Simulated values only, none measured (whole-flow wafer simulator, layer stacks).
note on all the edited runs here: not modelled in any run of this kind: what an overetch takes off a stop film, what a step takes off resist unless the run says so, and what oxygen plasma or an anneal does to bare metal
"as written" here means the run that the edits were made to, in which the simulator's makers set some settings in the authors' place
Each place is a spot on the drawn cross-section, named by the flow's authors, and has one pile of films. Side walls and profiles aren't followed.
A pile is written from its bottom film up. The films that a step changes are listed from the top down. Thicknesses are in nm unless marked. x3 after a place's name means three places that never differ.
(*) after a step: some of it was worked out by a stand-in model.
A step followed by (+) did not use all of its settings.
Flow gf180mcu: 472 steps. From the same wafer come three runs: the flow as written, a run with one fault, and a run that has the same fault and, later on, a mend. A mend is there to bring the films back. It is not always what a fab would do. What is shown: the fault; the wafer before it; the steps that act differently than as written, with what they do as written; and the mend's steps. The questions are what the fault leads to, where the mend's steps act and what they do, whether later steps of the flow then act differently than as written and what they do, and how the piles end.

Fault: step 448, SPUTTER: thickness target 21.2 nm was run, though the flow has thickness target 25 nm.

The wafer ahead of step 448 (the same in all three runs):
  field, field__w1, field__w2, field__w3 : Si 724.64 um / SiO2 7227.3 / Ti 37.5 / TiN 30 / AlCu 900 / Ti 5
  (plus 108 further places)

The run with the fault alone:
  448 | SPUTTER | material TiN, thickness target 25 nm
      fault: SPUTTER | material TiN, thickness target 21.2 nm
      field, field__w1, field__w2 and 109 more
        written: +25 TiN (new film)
        fault: +21.2 TiN (new film)
  Steps later in the flow that act otherwise than as written (not shown: 5 more steps that differ only slightly, by at most 2% or 0.5 nm, whichever is larger):
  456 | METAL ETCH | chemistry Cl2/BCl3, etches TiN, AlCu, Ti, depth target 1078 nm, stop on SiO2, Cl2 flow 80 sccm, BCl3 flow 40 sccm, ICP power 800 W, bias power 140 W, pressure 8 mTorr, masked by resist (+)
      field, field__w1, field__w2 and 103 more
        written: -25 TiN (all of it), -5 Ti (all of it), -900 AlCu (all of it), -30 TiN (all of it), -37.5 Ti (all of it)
        fault: -21.2 TiN (all of it), -5 Ti (all of it), -900 AlCu (all of it), -30 TiN (all of it), -37.5 Ti (all of it)
  The piles end different from the flow's at field__w8, contact, m1, m1__w1, pad, m1_nw by more than 2% or 0.5 nm, whichever is larger.
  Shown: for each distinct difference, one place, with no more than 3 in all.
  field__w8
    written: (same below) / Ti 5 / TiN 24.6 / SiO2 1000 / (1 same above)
    fault: (same below) / Ti 5 / TiN 20.8 / SiO2 1000 / (1 same above)
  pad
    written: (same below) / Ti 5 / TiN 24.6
    fault: (same below) / Ti 5 / TiN 20.8

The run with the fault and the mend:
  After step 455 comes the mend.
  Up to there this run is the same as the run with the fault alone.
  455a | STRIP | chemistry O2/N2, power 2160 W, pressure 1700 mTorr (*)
      field__w8, contact, m1, m1__w1, pad, m1_nw
        -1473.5 resist (all of it)
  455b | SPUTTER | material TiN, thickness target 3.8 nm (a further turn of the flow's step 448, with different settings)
      field, field__w1, field__w2 and 109 more
        +3.8 TiN
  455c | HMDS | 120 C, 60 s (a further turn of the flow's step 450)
      does not change any film at any place that is followed
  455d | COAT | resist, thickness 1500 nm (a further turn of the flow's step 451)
      field, field__w1, field__w2 and 109 more
        +1500 resist (new film)
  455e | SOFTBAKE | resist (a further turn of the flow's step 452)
      does not change any film at any place that is followed
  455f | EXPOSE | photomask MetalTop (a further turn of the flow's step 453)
      does not change any film at any place that is followed
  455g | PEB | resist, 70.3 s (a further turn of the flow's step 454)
      field, field__w1, field__w2 and 109 more
        -26.5 resist
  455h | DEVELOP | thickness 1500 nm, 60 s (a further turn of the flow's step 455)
      field, field__w1, field__w2 and 103 more
        -1473.5 resist (all of it)
  Every later step of the flow that is run acts as written at every place that is followed.
  The piles end the same as the flow's at every place that both follow.
